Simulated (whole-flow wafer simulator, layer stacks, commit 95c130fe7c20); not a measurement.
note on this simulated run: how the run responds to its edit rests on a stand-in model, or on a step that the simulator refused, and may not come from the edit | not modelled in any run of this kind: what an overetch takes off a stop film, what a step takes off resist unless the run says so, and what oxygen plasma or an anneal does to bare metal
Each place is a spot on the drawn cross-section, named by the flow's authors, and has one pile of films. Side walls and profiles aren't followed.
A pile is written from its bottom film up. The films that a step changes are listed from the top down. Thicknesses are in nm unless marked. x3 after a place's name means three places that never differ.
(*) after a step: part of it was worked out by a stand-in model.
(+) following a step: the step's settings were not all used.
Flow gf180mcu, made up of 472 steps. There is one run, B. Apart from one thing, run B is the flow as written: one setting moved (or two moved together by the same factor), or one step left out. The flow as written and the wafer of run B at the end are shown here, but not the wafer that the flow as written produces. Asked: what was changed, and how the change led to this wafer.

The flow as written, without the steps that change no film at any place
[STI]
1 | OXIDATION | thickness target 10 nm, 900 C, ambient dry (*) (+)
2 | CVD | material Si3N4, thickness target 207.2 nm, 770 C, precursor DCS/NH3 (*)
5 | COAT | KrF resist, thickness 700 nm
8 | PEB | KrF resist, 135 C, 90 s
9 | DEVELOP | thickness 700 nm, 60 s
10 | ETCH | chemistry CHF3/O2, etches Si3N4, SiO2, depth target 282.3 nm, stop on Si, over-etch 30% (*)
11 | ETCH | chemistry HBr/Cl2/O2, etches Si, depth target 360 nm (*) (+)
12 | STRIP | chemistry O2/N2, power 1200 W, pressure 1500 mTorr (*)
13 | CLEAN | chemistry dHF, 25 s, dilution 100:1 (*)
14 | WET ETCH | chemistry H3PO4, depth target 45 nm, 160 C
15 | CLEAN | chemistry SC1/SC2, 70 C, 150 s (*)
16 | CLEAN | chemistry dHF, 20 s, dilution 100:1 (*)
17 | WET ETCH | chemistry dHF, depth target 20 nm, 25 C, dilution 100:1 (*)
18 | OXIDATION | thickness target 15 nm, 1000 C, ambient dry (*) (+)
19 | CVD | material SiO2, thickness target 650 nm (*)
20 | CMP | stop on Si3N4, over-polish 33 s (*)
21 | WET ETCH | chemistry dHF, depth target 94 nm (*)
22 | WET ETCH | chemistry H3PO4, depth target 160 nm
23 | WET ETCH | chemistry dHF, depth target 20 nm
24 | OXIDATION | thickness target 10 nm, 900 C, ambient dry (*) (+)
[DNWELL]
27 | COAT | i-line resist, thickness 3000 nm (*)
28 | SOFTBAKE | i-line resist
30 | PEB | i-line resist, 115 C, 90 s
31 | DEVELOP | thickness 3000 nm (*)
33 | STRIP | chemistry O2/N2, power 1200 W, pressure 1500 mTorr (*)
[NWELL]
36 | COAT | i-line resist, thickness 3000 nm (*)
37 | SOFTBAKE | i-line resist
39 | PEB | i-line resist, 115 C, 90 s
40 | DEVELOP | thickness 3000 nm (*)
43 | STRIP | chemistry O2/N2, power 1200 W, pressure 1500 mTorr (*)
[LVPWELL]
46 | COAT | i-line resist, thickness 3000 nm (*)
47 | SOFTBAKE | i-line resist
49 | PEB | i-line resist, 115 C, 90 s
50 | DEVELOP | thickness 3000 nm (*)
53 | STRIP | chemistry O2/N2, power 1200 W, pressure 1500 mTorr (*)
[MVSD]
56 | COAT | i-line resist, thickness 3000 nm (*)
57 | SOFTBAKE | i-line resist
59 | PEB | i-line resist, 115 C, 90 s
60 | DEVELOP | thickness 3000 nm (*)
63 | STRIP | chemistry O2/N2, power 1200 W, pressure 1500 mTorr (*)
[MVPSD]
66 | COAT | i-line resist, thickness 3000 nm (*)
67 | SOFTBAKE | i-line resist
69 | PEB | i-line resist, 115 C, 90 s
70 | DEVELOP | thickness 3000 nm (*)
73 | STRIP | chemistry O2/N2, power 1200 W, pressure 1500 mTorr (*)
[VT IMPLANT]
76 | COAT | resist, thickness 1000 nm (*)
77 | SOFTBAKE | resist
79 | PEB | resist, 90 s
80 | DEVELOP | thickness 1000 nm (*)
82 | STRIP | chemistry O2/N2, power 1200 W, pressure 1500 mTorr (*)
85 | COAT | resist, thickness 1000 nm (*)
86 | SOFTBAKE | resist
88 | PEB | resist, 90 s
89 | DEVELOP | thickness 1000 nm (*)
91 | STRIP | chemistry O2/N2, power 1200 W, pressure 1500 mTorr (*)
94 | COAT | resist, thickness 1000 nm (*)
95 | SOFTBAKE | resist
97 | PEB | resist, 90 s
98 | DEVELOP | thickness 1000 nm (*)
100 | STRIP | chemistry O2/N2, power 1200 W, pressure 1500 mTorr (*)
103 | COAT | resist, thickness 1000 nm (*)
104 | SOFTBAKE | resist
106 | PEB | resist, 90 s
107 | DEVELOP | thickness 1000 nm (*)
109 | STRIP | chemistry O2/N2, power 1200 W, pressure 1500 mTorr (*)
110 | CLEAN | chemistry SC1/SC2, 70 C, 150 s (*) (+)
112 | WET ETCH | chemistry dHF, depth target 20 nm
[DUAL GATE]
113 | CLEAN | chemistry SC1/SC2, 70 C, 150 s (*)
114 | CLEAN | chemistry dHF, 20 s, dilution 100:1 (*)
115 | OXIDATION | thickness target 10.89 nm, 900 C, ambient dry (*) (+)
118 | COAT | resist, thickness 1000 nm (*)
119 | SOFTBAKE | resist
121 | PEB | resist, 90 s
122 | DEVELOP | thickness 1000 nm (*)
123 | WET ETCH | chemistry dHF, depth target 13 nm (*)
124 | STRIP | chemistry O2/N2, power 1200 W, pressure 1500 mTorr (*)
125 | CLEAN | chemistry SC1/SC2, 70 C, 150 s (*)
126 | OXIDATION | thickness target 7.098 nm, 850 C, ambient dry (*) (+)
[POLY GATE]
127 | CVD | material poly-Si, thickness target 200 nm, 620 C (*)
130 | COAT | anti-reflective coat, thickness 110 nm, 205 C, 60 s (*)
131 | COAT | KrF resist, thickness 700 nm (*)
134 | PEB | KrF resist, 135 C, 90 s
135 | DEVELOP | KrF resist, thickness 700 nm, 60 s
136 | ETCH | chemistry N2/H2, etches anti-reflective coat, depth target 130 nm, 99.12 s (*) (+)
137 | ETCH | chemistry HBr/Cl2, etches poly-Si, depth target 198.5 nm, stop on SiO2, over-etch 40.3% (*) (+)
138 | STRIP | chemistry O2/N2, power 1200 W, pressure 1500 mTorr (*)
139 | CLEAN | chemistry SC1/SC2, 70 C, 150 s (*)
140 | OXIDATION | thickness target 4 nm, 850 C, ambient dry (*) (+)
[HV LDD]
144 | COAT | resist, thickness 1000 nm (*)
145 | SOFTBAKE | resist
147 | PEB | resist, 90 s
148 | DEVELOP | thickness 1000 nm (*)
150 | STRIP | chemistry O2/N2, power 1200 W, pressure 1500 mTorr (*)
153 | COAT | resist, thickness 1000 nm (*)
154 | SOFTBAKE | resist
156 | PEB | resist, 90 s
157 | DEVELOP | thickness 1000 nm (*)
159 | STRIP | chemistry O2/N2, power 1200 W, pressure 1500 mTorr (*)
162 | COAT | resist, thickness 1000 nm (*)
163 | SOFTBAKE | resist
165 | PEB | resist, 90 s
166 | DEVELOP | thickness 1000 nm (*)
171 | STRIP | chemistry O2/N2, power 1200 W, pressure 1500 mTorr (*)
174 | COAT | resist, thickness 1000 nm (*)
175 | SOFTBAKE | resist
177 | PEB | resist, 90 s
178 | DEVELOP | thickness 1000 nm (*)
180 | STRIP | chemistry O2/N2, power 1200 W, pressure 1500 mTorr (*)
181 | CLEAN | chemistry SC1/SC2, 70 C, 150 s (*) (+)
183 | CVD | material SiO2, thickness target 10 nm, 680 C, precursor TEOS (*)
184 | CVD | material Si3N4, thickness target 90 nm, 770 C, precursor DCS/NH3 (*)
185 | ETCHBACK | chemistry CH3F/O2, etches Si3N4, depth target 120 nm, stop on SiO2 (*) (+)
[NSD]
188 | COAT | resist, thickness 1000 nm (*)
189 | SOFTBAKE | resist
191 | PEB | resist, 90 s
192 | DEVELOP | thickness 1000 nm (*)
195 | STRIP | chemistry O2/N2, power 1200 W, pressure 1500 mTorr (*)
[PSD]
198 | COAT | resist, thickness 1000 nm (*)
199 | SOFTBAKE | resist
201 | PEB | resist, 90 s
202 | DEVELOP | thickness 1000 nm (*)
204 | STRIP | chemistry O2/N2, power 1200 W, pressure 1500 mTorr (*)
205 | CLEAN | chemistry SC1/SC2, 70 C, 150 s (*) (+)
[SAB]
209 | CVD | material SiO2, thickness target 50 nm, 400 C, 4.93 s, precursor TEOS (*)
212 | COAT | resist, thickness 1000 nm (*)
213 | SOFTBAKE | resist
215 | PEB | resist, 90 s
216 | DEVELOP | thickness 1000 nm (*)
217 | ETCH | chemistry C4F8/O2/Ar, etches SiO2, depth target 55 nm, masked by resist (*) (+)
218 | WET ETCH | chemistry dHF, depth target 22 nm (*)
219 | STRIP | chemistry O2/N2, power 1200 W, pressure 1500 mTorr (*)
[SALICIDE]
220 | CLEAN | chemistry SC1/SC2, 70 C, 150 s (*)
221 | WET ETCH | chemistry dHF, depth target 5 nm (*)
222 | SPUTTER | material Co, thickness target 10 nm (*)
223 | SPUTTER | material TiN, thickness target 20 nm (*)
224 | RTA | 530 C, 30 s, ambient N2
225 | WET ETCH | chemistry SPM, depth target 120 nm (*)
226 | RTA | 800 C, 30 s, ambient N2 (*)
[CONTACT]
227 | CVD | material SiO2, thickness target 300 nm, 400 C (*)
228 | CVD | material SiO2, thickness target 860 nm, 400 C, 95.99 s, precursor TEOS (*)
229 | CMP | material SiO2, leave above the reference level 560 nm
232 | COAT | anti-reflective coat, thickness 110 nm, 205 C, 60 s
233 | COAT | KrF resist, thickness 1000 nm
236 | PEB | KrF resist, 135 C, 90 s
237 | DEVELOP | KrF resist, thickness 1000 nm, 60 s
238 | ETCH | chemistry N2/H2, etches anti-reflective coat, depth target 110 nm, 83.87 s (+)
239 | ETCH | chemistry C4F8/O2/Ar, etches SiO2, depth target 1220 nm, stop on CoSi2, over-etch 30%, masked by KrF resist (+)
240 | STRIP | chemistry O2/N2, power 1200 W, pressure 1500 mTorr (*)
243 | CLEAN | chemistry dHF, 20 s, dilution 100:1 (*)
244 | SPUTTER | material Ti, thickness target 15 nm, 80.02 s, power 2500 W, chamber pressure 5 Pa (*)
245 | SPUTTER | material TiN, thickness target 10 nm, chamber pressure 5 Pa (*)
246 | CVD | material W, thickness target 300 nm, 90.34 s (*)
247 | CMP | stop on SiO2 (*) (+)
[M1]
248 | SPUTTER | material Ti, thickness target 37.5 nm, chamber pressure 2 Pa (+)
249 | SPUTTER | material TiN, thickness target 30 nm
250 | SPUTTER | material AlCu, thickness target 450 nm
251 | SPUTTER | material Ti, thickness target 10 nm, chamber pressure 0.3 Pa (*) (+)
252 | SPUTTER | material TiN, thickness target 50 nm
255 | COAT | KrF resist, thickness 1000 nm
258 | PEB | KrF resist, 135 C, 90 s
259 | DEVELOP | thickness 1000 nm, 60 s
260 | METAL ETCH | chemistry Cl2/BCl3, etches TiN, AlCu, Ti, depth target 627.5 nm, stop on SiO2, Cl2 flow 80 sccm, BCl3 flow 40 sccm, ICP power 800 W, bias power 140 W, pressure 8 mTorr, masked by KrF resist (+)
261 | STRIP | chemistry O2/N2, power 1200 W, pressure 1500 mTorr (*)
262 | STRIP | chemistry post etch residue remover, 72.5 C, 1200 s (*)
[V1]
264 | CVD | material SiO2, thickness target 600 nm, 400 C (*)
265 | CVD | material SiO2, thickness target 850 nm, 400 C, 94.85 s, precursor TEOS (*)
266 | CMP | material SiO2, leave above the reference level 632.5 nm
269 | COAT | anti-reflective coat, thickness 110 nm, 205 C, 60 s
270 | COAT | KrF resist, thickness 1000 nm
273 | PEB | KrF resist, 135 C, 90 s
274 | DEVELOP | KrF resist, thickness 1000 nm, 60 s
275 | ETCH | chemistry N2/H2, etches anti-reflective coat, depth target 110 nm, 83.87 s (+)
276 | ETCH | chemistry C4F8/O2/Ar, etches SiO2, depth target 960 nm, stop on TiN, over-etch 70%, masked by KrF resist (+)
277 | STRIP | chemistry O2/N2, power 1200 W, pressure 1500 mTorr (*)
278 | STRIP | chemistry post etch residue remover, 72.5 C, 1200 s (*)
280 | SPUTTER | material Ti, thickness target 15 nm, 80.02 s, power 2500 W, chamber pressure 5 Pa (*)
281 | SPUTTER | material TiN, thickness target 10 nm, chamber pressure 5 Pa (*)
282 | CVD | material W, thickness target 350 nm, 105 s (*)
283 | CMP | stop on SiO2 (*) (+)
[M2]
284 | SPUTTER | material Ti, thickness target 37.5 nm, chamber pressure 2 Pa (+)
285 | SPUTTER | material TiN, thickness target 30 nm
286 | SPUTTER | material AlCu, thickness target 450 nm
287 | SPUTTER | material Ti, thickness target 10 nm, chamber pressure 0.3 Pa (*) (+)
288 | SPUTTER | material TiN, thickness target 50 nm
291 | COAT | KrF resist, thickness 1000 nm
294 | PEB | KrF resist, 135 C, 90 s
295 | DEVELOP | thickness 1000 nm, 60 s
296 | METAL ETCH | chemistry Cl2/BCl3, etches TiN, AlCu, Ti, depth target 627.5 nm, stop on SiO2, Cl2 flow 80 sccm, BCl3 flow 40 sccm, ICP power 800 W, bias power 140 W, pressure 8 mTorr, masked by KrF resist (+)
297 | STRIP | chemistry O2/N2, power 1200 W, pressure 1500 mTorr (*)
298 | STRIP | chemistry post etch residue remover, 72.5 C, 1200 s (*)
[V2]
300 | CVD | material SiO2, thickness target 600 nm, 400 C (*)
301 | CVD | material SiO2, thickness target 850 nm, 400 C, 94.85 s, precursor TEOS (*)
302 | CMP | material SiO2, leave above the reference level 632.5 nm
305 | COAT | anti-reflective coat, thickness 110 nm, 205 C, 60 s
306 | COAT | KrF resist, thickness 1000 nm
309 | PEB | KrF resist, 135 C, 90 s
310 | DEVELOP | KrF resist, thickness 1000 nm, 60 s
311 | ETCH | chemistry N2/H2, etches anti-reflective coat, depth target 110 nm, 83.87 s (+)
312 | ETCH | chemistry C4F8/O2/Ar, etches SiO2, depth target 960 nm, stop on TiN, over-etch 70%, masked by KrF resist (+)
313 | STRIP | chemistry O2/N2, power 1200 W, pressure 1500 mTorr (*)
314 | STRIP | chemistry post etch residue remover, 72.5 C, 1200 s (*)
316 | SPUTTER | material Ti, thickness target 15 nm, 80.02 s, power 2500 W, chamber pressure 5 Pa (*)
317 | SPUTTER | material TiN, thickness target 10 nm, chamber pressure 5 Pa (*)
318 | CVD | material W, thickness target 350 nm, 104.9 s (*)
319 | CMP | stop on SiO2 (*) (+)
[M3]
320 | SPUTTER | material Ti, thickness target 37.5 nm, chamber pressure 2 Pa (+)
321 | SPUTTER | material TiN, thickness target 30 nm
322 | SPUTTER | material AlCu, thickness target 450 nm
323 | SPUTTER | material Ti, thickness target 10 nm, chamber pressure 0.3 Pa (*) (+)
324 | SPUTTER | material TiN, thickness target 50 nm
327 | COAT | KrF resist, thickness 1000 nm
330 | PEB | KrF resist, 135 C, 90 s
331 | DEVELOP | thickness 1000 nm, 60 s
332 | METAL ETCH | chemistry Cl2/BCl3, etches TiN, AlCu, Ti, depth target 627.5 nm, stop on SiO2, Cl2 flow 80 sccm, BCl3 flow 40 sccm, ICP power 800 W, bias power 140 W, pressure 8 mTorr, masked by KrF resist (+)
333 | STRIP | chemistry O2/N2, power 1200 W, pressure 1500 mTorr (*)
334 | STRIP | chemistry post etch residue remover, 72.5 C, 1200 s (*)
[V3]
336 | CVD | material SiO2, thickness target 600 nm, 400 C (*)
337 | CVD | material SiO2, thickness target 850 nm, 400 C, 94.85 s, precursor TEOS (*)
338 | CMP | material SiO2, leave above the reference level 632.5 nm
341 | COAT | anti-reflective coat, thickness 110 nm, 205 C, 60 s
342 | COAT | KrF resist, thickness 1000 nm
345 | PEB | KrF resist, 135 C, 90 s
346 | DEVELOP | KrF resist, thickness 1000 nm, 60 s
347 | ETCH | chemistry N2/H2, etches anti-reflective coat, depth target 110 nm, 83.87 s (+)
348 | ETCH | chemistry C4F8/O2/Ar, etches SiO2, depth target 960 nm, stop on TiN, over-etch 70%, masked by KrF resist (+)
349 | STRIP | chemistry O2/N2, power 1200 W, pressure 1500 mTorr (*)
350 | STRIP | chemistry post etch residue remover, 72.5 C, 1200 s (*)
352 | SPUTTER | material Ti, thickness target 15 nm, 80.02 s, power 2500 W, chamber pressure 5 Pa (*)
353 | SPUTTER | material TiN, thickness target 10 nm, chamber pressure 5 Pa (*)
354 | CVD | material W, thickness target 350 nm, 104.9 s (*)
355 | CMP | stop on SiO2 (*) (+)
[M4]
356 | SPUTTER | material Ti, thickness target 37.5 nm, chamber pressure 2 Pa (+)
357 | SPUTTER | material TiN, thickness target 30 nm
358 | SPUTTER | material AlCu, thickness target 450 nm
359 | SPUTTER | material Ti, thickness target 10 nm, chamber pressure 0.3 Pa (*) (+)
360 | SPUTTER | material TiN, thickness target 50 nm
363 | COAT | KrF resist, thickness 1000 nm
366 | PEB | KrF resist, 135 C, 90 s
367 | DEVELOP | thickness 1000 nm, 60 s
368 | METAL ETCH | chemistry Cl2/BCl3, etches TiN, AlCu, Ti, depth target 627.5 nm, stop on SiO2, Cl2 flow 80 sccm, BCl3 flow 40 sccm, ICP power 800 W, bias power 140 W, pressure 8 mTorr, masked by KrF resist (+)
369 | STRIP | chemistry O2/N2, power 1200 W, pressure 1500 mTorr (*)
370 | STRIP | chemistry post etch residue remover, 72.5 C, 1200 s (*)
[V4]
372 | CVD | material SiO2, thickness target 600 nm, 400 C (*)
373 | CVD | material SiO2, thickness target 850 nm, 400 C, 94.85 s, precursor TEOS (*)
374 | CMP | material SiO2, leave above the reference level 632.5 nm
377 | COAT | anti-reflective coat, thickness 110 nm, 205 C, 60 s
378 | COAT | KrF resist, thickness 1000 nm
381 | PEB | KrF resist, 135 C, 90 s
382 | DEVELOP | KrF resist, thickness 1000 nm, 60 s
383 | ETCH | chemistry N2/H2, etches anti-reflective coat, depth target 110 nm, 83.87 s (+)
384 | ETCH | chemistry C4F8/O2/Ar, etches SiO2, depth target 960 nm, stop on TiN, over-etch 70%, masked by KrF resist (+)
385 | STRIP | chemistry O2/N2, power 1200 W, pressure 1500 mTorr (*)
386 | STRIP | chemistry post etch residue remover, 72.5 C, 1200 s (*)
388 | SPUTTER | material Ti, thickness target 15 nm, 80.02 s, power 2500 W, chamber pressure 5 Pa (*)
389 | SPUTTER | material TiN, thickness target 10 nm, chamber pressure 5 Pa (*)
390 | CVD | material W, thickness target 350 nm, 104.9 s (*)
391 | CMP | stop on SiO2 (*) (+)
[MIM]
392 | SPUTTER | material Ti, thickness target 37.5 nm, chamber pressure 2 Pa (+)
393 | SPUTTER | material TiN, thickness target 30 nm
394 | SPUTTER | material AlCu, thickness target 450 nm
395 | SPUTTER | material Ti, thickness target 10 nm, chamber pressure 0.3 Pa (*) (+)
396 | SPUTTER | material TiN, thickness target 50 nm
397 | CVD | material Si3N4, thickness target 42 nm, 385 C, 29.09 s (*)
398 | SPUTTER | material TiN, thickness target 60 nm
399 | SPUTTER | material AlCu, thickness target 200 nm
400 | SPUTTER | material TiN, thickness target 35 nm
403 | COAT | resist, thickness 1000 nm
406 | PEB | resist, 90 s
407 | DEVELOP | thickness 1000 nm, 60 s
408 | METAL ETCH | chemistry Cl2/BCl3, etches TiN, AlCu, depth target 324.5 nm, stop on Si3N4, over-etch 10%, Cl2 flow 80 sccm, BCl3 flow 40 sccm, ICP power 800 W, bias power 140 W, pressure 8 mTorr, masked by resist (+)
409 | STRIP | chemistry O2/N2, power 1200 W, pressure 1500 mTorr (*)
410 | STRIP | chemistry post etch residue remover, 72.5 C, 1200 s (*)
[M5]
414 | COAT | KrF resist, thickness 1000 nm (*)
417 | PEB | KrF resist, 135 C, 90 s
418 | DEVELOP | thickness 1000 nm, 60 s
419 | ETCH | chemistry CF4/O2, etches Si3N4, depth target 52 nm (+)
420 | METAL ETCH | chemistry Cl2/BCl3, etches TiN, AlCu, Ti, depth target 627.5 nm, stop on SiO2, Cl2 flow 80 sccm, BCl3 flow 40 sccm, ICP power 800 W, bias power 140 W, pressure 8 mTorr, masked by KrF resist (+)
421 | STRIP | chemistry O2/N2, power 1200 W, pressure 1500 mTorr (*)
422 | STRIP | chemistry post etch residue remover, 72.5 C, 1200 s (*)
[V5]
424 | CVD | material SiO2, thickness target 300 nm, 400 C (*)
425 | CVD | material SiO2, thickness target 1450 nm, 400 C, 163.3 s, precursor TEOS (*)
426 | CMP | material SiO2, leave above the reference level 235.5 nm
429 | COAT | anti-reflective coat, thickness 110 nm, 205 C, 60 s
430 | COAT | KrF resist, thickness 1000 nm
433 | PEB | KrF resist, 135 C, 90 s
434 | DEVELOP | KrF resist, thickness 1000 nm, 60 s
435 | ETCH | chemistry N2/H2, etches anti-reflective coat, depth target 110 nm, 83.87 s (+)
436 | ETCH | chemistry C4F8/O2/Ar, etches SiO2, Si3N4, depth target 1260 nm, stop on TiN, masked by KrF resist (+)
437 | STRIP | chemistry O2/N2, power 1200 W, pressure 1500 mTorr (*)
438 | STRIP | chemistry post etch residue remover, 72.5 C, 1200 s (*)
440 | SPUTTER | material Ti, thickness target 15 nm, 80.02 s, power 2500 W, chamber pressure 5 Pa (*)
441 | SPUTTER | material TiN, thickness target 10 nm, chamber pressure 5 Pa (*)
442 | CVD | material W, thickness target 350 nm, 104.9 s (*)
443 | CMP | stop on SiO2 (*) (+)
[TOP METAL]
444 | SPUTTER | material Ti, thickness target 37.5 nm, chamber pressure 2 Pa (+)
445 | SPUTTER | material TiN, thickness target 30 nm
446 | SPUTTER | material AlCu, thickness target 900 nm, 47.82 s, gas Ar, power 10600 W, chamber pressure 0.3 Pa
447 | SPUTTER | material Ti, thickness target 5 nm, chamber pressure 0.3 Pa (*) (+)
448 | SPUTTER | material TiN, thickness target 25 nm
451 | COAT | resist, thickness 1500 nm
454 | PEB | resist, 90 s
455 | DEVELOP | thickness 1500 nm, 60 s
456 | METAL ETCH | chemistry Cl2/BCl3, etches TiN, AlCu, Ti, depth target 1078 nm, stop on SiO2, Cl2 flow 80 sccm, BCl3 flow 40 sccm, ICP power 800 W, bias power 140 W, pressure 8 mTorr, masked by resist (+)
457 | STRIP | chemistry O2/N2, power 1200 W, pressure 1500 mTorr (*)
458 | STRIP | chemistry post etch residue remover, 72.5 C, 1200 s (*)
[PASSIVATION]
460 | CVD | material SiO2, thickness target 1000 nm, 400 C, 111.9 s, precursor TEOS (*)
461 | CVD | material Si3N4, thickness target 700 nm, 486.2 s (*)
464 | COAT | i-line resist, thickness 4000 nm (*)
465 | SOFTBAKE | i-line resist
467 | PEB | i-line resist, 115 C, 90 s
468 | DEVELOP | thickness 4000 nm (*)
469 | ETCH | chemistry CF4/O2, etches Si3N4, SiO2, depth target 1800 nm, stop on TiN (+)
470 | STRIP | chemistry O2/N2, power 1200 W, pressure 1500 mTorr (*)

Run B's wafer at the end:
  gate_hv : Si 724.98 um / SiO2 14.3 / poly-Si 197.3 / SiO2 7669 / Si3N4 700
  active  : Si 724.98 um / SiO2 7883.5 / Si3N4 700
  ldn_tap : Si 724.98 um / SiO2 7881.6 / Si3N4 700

The reason: step 224, RTA: 530 C, 30 s, ambient N2, was skipped.

The path from the change to this, step by step:
  225 | WET ETCH | chemistry SPM, depth target 120 nm (*)
      active, p_well, gate and 36 more: -20 TiN (all of it), -10 Co (all of it) (it would be, as written: -20 TiN (all of it))
      contact, active_hv: -19 TiN (all of it), -9.55 Co (all of it) (it would be, as written: -19 TiN (all of it))
      (also at 8 further places)
  226 | RTA | 800 C, 30 s, ambient N2 (*)
      gate, gate_hv, gate_p and 22 more: nothing (it would be, as written: +35 CoSi2 (new film), -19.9 CoSi (all of it), -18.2 poly-Si)
      active, p_well, sd_n and 11 more: nothing (it would be, as written: +35 CoSi2 (new film), -19.9 CoSi (all of it), -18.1 Si)
      (also at 10 further places)
  239 | ETCH | chemistry C4F8/O2/Ar, etches SiO2, depth target 1220 nm, stop on CoSi2, over-etch 30%, masked by KrF resist (+)
      polyc_n, polyc_p: -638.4 SiO2 (all of it), -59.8 poly-Si (it would be, as written: -638.6 SiO2 (all of it))
      contact: -859.2 SiO2 (all of it), -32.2 Si (it would be, as written: -859.2 SiO2 (all of it))
  240 | STRIP | chemistry O2/N2, power 1200 W, pressure 1500 mTorr (*)
      polyc_n, polyc_p: +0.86 chemical SiO2 (new film), -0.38 poly-Si (it would be, as written: nothing)
      contact: +0.86 chemical SiO2 (new film), -0.38 Si (it would be, as written: nothing)
  243 | CLEAN | chemistry dHF, 20 s, dilution 100:1 (*)
      contact, polyc_n, polyc_p: -0.86 chemical SiO2 (all of it) (it would be, as written: -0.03 CoSi2)
  246 | CVD | material W, thickness target 300 nm, 90.34 s (*)
      polyc_n, polyc_p: +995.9 W (new film) (it would be, as written: +936 W (new film))
      contact: +1200.3 W (new film) (it would be, as written: +1167.5 W (new film))
  471 | ANNEAL | 400 C, 1800 s, ambient N2/H2
      polyc_n, polyc_p: under 9 films: +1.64 void (new film), -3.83 Ti, +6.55 TiSi first (new film), -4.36 poly-Si (it would be, as written: nothing)
      contact: under 49 films: +1.62 void (new film), -3.83 Ti, +6.55 TiSi first (new film), -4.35 Si (it would be, as written: nothing)
With metal films that touch counted as one body, gate_hv has 0 bodies; the flow as written gives 1 body.
With metal films that touch counted as one body, active has 0 bodies; the flow as written gives 1 body.
With metal films that touch counted as one body, ldn_tap has 0 bodies; the flow as written gives 1 body.
